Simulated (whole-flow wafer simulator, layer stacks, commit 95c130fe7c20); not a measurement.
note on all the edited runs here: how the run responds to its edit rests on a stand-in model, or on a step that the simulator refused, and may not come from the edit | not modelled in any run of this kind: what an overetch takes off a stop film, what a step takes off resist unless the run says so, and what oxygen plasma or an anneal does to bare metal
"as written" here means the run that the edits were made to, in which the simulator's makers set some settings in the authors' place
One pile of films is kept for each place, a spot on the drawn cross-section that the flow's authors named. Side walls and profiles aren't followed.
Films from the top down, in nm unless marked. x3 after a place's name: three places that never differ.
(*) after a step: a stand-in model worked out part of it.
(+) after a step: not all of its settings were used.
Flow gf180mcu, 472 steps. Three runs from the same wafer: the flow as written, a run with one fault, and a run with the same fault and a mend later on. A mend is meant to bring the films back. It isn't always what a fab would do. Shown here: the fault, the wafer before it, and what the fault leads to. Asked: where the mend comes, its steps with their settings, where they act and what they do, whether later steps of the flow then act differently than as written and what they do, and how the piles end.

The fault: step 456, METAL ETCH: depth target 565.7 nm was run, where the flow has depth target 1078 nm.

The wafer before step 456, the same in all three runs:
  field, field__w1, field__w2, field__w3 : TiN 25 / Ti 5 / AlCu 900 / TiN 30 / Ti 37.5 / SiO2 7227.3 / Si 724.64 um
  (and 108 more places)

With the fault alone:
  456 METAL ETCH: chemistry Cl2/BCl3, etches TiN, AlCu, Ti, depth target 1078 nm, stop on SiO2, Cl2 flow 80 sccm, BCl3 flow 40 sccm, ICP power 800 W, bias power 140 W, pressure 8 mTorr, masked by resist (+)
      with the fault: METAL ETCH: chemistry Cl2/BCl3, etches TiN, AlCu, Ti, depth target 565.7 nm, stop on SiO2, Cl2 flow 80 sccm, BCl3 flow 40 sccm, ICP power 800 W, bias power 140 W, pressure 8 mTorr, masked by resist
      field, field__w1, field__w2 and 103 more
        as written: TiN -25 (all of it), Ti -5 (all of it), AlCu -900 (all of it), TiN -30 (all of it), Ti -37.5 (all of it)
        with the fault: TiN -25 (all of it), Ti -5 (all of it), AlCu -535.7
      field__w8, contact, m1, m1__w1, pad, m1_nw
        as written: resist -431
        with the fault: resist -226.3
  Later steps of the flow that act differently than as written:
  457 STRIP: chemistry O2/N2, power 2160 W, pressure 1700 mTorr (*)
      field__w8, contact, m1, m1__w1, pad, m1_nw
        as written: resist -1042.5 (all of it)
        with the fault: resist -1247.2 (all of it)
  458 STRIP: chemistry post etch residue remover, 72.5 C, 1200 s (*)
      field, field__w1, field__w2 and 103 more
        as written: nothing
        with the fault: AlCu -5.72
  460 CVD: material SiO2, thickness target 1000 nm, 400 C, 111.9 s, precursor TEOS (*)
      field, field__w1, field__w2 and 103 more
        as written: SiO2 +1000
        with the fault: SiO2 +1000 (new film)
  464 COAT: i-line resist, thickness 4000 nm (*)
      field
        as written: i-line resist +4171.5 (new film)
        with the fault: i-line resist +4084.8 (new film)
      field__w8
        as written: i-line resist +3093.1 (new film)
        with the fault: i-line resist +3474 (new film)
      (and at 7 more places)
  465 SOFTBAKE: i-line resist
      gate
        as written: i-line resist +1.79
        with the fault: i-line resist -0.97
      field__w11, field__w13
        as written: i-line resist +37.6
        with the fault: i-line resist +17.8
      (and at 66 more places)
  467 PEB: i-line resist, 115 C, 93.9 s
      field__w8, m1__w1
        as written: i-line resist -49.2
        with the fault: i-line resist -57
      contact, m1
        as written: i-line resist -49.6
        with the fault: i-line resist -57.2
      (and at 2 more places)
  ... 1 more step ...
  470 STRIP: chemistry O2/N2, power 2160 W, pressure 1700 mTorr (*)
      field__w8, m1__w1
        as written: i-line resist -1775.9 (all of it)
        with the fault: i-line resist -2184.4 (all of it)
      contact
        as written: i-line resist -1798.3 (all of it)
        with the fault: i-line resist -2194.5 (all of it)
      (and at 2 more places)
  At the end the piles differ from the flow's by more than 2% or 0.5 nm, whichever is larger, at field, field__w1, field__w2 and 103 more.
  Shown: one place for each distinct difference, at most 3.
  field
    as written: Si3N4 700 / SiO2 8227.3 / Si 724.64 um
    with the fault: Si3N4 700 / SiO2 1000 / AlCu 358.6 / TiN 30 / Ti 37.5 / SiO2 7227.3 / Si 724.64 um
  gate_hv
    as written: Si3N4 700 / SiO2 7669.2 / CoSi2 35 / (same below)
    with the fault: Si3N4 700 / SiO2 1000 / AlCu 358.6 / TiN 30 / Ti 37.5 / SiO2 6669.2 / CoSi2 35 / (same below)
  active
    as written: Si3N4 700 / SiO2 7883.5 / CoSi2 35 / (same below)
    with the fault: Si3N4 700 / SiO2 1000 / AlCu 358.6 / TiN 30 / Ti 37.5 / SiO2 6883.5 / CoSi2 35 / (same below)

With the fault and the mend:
  The mend comes after step 458.
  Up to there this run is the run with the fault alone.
  458a DEHYDRATE: 200 C, 60 s (the flow's step 449 once more)
      changes no film at any place that is followed
  458b HMDS: 120 C, 60 s (the flow's step 450 once more)
      changes no film at any place that is followed
  458c COAT: resist, thickness 1500 nm (*) (the flow's step 451 once more)
      iso_ptap_pw, iso_ntap_nw, iso_nw_fld and 33 more
        resist +1500 (new film)
      field_sub, field_sub__w1, field_sub__w2 and 13 more
        resist +1507.5 (new film)
      p_well, sti, spacer, sd_n, mim_1p0, dice_street
        resist +1502.8 (new film)
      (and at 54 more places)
  458d SOFTBAKE: resist (the flow's step 452 once more)
      field__w2, field__w3
        resist -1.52
      field__w8, contact
        resist -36
      field__w9, ld_body_p_dnw
        resist -0.1
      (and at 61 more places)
  458e EXPOSE: photomask MetalTop (the flow's step 453 once more)
      changes no film at any place that is followed
  458f PEB: resist, 70.3 s (the flow's step 454 once more)
      field__w2, field__w3, field__w5 and 34 more
        resist -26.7
      iso_ptap_pw, iso_ntap_nw, iso_nw_fld and 33 more
        resist -26.5
      field_sub, field_sub__w1, field_sub__w2 and 14 more
        resist -26.6
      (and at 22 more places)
  458g DEVELOP: thickness 1500 nm, 60 s (the flow's step 455 once more)
      iso_ptap_pw, iso_ntap_nw, iso_nw_fld and 33 more
        resist -1473.5 (all of it)
      field__w2, field__w3, field__w5 and 7 more
        resist -1481.1 (all of it)
      field__w11, field__w13, pplus_u, npoly_u, ppoly_u, nw_enc_fld_lv__w1, nw_enc_fld_lv__w4
        resist -1481.2 (all of it)
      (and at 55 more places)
  458h METAL ETCH: chemistry Cl2/BCl3, etches TiN, AlCu, Ti, depth target 511.8 nm, stop on SiO2, Cl2 flow 80 sccm, BCl3 flow 40 sccm, ICP power 800 W, bias power 140 W, pressure 8 mTorr, masked by resist (+) (the flow's step 456 once more, with other settings)
      field, field__w1, field__w2 and 103 more
        AlCu -358.6 (all of it), TiN -30 (all of it), Ti -37.5 (all of it)
      field__w8, contact, m1, m1__w1, pad, m1_nw
        resist -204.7
  458i STRIP: chemistry O2/N2, power 2160 W, pressure 1700 mTorr (*) (the flow's step 457 once more)
      field__w8
        resist -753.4 (all of it)
      contact
        resist -752 (all of it)
      m1
        resist -752.1 (all of it)
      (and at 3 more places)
  458j STRIP: chemistry post etch residue remover, 72.5 C, 1200 s (*) (the flow's step 458 once more)
      field__w8, contact, m1, m1__w1, pad, m1_nw
        TiN -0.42
  No later step of the flow acts differently than as written, at any place that is followed, by more than 2% or 0.5 nm, whichever is larger.
  At the end the piles differ from the flow's only slightly at the places that both follow, by at most 2% or 0.5 nm, whichever is larger.
